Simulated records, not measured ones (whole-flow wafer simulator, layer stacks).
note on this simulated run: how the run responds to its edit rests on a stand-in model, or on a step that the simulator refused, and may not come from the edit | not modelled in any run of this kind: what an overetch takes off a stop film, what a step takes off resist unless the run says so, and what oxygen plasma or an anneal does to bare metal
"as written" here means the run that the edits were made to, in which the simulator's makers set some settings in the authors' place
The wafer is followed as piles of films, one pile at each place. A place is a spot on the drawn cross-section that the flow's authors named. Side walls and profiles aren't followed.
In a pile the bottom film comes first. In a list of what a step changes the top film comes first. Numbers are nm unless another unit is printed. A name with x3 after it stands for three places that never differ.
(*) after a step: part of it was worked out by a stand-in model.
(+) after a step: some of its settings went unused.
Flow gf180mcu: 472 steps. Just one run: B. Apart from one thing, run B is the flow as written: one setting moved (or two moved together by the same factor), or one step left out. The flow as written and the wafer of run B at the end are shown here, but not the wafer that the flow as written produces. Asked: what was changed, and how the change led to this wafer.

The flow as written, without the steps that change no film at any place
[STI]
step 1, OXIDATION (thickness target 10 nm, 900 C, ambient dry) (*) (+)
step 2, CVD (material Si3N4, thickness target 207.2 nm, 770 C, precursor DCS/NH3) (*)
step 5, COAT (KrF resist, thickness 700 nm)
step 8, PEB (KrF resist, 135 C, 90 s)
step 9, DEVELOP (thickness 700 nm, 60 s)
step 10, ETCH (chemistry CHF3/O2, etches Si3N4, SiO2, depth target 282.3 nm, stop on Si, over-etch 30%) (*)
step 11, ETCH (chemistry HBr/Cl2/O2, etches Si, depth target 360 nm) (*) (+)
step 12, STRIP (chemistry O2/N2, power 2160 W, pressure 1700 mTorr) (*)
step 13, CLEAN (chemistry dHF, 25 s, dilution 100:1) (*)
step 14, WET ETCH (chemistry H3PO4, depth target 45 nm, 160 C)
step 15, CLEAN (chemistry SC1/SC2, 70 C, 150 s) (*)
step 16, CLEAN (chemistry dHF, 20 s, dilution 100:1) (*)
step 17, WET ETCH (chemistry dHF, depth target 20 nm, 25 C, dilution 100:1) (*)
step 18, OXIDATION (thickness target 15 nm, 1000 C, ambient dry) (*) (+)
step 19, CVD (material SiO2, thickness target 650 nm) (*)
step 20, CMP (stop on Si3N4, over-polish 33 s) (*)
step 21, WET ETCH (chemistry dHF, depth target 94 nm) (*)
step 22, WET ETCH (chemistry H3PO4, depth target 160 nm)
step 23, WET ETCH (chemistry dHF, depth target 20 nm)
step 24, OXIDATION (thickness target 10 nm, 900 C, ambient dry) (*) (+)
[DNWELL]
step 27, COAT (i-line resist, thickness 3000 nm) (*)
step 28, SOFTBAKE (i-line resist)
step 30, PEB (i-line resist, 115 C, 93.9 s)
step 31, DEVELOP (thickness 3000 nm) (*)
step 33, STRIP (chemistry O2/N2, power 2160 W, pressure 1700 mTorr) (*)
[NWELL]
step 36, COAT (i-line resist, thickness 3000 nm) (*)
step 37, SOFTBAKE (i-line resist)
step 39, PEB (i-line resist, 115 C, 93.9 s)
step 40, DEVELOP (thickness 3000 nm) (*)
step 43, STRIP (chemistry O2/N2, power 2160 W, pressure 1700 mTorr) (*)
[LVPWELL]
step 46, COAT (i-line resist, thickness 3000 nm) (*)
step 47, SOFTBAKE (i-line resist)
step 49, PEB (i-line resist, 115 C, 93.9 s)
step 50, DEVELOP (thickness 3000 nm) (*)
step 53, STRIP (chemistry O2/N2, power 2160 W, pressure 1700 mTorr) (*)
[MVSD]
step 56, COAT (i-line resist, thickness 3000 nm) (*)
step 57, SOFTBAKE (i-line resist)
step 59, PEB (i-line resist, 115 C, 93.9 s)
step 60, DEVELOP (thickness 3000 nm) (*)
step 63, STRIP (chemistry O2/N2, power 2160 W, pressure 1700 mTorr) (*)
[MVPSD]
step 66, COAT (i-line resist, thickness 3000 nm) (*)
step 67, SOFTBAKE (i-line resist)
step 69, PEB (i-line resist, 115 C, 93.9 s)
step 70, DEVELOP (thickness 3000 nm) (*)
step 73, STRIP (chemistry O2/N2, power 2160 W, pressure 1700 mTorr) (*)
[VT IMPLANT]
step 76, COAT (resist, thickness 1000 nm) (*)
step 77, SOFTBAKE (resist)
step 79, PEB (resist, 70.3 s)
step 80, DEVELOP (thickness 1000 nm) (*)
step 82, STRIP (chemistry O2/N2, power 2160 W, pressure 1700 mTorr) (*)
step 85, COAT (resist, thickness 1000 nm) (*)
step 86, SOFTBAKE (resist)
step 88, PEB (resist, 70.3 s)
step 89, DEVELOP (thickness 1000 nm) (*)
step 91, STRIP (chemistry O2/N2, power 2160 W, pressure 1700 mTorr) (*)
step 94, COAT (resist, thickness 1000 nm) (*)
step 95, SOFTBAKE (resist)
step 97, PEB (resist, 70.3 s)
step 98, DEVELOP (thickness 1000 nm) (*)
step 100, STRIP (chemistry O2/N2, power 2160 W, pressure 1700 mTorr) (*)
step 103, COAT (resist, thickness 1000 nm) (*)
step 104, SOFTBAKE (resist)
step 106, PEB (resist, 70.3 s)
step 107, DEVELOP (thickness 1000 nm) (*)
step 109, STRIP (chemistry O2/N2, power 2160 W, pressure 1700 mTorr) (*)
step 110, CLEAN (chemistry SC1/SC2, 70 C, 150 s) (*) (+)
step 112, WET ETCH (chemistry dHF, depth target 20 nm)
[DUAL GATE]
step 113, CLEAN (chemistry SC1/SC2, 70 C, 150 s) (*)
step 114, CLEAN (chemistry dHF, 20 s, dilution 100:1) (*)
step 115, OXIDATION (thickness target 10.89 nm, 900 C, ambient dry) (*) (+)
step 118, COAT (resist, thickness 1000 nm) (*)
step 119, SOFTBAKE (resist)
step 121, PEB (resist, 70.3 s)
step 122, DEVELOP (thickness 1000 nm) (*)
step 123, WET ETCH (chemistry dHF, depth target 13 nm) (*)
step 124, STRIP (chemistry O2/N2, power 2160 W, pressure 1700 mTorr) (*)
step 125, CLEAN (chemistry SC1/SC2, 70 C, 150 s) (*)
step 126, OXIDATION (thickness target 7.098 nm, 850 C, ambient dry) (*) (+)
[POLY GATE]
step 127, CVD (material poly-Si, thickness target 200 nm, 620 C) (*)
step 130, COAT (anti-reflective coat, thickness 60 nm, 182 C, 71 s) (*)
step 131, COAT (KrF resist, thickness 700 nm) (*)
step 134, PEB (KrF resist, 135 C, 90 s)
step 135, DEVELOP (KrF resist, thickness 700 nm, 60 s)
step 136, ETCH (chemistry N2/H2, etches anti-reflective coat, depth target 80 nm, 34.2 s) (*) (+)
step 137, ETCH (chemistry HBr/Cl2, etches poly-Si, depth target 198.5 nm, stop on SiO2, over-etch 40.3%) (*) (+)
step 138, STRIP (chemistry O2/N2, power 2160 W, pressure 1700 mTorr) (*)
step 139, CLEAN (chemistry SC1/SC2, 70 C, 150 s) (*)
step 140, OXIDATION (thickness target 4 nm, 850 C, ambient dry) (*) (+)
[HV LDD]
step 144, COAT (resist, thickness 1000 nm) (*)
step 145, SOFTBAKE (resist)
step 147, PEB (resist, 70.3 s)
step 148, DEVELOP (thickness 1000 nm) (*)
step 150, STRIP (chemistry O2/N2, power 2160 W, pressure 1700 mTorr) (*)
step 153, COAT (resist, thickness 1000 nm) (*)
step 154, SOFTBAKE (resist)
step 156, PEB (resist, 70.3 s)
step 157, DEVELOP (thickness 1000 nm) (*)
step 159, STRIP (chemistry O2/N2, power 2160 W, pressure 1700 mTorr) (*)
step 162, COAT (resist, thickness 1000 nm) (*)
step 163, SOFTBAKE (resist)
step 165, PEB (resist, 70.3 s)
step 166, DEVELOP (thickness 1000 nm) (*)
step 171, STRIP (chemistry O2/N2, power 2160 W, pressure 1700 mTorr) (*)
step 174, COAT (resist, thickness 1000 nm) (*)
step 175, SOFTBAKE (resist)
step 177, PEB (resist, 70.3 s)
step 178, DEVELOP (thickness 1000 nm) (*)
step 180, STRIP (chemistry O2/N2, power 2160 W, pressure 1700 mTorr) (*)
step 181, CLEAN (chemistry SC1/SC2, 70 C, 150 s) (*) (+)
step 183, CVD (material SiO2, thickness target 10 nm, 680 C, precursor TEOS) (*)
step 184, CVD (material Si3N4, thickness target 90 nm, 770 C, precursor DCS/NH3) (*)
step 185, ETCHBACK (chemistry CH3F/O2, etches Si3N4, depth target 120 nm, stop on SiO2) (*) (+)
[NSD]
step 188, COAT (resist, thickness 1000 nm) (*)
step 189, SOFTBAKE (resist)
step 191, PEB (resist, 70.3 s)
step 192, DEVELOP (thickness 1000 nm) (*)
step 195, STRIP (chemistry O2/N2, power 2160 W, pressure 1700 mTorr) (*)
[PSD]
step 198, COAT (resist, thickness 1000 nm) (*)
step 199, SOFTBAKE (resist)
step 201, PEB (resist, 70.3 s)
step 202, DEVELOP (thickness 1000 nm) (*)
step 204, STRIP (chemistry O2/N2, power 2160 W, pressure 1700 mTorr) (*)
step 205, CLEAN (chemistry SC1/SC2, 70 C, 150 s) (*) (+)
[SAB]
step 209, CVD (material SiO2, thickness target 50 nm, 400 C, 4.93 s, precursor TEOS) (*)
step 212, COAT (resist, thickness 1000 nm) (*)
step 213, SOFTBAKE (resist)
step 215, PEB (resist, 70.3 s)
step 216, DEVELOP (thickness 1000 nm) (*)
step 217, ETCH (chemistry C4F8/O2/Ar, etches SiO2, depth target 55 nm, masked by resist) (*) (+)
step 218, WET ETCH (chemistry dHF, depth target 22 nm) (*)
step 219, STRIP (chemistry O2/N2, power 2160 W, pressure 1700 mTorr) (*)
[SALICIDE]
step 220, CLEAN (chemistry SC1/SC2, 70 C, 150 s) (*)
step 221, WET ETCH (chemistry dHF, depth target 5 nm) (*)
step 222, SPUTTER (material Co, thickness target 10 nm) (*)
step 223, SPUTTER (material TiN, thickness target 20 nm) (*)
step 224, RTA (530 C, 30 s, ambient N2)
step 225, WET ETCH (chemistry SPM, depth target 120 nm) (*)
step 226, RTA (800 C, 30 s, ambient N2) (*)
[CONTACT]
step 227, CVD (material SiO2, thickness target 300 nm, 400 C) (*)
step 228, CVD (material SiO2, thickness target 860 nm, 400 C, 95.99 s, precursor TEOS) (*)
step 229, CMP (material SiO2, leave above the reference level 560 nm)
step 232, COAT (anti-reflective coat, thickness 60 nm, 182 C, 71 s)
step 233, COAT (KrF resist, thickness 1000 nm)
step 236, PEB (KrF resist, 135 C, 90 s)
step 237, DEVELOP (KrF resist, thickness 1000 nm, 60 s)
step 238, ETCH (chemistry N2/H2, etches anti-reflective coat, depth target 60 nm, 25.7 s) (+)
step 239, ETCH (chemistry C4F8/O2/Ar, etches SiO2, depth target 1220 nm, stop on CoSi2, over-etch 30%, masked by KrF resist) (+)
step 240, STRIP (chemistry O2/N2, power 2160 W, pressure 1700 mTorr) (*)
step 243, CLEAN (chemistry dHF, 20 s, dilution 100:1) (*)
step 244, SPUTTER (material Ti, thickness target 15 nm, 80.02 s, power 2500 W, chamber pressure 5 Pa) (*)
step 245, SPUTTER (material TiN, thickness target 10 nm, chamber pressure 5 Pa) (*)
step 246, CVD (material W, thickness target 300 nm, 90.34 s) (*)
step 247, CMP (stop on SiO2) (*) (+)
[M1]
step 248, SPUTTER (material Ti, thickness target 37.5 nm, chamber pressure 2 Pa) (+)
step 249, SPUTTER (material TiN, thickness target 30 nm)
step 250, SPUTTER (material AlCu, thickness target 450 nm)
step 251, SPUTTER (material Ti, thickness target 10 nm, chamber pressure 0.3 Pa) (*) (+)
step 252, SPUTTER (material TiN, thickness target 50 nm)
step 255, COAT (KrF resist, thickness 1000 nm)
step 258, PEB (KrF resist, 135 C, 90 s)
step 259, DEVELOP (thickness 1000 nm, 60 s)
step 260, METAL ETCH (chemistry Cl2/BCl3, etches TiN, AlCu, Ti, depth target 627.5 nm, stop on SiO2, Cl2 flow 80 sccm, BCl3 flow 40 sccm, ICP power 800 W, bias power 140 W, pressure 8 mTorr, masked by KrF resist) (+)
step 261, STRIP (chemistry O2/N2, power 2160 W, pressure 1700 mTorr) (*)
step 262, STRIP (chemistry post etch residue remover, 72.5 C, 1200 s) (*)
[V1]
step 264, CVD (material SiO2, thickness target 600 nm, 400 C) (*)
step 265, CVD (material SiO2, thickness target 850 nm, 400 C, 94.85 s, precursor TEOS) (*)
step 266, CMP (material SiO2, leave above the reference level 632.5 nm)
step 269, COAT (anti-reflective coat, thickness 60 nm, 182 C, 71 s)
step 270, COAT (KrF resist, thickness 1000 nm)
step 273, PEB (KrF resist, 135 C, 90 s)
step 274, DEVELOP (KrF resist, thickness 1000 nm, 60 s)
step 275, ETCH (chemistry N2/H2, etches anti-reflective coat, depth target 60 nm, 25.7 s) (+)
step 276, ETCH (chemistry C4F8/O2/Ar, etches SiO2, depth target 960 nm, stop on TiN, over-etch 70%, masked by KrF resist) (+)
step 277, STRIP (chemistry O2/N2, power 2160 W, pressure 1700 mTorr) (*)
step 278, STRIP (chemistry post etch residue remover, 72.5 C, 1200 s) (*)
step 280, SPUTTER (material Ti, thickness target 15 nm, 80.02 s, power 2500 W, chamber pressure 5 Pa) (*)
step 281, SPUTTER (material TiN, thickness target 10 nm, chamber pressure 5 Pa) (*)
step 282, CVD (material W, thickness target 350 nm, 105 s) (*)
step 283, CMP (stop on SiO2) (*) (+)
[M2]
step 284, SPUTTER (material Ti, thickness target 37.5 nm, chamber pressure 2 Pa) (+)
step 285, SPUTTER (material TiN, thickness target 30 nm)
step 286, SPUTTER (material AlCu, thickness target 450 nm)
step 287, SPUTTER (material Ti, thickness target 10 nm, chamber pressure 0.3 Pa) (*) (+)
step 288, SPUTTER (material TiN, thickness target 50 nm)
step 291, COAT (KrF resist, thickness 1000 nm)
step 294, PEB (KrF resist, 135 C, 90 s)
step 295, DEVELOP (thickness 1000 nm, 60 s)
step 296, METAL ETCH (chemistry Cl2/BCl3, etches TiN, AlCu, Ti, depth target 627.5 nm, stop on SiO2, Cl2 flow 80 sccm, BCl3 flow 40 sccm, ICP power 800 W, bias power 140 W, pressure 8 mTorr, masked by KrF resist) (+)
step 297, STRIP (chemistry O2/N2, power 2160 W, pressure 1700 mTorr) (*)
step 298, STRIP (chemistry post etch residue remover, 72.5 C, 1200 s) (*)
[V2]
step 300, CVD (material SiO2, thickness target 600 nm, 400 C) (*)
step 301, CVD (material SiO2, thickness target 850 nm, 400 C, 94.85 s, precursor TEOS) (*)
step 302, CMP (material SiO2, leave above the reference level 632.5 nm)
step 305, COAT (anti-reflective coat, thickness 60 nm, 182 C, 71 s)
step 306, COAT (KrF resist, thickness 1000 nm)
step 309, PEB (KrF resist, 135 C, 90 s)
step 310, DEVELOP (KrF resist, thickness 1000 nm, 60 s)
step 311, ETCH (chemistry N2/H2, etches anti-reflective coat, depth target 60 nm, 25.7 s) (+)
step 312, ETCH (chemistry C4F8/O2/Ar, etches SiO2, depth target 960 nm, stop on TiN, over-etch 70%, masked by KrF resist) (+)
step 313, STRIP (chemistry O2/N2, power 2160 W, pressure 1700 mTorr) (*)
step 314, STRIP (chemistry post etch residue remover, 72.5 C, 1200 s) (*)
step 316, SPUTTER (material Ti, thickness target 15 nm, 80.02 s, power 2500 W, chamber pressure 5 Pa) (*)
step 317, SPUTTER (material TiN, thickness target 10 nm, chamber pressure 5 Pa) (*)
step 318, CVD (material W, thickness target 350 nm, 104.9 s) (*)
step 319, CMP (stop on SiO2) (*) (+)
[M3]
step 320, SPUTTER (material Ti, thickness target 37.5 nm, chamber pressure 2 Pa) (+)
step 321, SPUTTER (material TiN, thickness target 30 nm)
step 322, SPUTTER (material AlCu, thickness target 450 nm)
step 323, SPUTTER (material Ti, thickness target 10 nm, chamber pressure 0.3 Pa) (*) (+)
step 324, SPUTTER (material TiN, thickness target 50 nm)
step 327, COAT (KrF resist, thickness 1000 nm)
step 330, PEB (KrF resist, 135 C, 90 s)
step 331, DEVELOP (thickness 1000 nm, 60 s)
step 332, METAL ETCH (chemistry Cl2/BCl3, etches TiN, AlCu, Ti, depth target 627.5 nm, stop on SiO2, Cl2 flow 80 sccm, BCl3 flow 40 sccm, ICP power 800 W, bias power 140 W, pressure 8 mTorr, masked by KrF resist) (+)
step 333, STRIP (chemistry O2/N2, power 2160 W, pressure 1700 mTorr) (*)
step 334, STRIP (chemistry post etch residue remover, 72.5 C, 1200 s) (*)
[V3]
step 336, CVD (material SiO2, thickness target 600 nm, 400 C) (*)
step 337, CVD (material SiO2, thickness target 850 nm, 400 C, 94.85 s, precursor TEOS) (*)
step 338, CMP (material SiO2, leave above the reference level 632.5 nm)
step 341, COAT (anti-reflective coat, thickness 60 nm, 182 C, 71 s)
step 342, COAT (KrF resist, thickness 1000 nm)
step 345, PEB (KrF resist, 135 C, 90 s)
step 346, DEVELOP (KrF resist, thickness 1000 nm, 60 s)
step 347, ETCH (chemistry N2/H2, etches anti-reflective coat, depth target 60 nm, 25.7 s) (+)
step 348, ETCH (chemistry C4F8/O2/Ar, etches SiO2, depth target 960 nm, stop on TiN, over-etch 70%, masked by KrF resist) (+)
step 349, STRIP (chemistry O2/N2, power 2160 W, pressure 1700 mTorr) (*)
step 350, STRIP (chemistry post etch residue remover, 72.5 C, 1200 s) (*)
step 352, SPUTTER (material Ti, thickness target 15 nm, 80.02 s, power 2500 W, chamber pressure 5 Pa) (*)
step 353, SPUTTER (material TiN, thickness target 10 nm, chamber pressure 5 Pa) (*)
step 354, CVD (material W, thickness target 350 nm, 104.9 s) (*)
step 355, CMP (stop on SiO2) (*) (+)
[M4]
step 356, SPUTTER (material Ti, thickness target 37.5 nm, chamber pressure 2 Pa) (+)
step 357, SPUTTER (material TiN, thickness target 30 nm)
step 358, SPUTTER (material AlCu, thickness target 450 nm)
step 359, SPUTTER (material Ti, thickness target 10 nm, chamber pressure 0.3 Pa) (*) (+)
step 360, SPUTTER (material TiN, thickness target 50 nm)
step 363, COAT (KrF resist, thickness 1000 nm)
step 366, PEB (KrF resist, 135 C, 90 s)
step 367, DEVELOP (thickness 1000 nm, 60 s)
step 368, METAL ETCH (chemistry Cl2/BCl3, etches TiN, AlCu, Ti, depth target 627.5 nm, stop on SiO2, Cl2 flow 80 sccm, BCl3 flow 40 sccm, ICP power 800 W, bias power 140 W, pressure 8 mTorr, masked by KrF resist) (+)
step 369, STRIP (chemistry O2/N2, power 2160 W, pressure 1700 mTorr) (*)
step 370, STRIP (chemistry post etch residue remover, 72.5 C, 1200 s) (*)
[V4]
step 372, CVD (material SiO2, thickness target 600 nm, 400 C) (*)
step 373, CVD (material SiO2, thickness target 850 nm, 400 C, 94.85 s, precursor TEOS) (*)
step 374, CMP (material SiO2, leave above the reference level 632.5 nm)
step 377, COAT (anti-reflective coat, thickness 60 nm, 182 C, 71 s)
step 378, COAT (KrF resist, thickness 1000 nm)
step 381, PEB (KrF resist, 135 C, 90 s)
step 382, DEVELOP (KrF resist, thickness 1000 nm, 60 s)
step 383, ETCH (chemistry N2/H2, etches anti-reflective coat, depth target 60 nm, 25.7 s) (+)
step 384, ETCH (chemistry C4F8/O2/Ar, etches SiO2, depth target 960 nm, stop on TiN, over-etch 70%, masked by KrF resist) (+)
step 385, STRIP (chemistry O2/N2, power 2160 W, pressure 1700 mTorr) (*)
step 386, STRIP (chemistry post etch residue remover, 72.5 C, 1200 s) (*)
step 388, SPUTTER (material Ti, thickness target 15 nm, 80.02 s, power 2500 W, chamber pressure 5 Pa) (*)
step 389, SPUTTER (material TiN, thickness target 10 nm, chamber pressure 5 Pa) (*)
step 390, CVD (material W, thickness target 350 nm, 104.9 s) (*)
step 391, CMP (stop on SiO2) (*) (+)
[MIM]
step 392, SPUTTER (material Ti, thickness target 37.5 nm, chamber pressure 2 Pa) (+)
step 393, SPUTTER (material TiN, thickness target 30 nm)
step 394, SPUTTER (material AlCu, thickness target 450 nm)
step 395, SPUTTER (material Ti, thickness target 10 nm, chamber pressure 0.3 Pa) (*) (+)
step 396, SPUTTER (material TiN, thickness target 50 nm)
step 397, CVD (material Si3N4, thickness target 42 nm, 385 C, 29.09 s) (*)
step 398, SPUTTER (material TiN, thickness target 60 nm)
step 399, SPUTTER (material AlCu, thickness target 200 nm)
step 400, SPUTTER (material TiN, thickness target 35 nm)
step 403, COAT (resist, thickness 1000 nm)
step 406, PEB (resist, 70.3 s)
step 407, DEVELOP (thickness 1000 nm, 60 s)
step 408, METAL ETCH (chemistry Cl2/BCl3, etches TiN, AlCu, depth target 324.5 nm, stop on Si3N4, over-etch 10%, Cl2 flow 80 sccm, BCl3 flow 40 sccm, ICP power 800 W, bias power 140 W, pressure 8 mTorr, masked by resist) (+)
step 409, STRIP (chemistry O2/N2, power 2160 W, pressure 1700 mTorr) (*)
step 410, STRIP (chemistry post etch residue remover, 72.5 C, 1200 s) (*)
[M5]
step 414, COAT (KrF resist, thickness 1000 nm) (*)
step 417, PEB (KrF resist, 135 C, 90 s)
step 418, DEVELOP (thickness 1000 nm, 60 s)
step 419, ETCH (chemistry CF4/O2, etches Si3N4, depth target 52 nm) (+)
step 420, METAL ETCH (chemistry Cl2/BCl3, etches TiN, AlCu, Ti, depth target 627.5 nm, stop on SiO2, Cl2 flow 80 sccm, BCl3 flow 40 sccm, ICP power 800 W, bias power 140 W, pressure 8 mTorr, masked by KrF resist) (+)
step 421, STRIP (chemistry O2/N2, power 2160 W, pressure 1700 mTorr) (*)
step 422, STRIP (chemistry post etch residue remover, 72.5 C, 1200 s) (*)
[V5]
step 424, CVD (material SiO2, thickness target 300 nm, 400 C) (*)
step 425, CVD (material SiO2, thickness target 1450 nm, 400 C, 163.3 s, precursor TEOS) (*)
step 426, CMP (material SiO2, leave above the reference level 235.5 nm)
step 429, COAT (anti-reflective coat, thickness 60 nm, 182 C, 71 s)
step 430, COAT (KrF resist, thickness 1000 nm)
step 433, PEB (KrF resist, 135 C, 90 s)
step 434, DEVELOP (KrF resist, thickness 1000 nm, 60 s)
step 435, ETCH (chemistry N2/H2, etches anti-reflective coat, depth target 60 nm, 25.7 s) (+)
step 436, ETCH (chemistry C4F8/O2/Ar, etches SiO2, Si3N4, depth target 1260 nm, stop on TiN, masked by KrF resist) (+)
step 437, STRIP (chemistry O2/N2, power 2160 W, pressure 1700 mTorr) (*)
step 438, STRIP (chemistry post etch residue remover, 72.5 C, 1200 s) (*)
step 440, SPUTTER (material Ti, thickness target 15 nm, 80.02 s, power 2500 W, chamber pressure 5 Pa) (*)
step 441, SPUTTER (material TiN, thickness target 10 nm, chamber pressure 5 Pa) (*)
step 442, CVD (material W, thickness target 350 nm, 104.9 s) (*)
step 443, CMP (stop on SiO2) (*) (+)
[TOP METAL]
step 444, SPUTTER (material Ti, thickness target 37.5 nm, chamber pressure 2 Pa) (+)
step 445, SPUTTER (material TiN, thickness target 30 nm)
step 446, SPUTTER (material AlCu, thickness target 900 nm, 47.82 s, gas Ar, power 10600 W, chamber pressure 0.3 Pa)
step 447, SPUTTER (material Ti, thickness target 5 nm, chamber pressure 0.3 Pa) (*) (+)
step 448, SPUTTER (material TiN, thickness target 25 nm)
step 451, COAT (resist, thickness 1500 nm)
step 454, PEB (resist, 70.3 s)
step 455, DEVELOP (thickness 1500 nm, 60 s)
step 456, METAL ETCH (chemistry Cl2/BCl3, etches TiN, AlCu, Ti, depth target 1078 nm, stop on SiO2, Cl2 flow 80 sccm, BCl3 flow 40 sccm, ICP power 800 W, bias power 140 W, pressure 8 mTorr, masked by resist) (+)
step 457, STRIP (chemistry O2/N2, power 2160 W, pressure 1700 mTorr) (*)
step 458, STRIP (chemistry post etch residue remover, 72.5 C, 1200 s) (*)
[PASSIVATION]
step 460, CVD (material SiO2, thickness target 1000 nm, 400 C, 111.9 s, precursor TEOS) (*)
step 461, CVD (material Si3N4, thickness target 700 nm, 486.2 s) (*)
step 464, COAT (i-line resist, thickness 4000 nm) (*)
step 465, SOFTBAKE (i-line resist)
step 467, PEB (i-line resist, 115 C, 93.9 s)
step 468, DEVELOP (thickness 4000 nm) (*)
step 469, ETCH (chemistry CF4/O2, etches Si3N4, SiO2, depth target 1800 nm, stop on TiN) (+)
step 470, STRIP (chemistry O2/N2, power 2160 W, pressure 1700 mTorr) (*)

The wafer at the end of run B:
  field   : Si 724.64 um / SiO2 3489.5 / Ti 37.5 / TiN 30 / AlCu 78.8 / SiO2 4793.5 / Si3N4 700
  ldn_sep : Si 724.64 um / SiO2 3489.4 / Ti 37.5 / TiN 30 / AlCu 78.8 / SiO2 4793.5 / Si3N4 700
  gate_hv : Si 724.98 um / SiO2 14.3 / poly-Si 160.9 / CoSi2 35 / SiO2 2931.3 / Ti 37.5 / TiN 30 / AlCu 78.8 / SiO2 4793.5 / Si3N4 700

Cause: step 322, SPUTTER: thickness target 652 nm was run, while the flow as written has thickness target 450 nm.

Step by step, how the change led to this:
  step 322, SPUTTER (material AlCu, thickness target 450 nm)
      field, field__w1, field__w2 and 108 more: AlCu gains 652 (new film) (it would be, as written: AlCu gains 450 (new film))
  step 332, METAL ETCH (chemistry Cl2/BCl3, etches TiN, AlCu, Ti, depth target 627.5 nm, stop on SiO2, Cl2 flow 80 sccm, BCl3 flow 40 sccm, ICP power 800 W, bias power 140 W, pressure 8 mTorr, masked by KrF resist) (+)
      field, field__w1, field__w2 and 103 more: TiN loses 50 (all of it), Ti loses 10 (all of it), AlCu loses 567.5 (it would be, as written: TiN loses 50 (all of it), Ti loses 10 (all of it), AlCu loses 450 (all of it), TiN loses 30 (all of it), Ti loses 37.5 (all of it))
  step 334, STRIP (chemistry post etch residue remover, 72.5 C, 1200 s) (*)
      field, field__w1, field__w2 and 103 more: AlCu loses 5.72 (it would be, as written: nothing)
  step 336, CVD (material SiO2, thickness target 600 nm, 400 C) (*)
      field, field__w1, field__w2 and 103 more: SiO2 gains 600 (new film) (it would be, as written: SiO2 gains 600)
  step 338, CMP (material SiO2, leave above the reference level 632.5 nm)
      field, field__w1, field__w2 and 103 more: SiO2 loses 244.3 (it would be, as written: SiO2 loses 300)
Taking metal films that touch as one body, field has 1 body; the flow as written gives 0 bodies.
Taking metal films that touch as one body, ldn_sep has 1 body; the flow as written gives 0 bodies.
Taking metal films that touch as one body, gate_hv has 2 bodies (between them, from the top down: SiO2 2931.3); the flow as written gives 1 body.
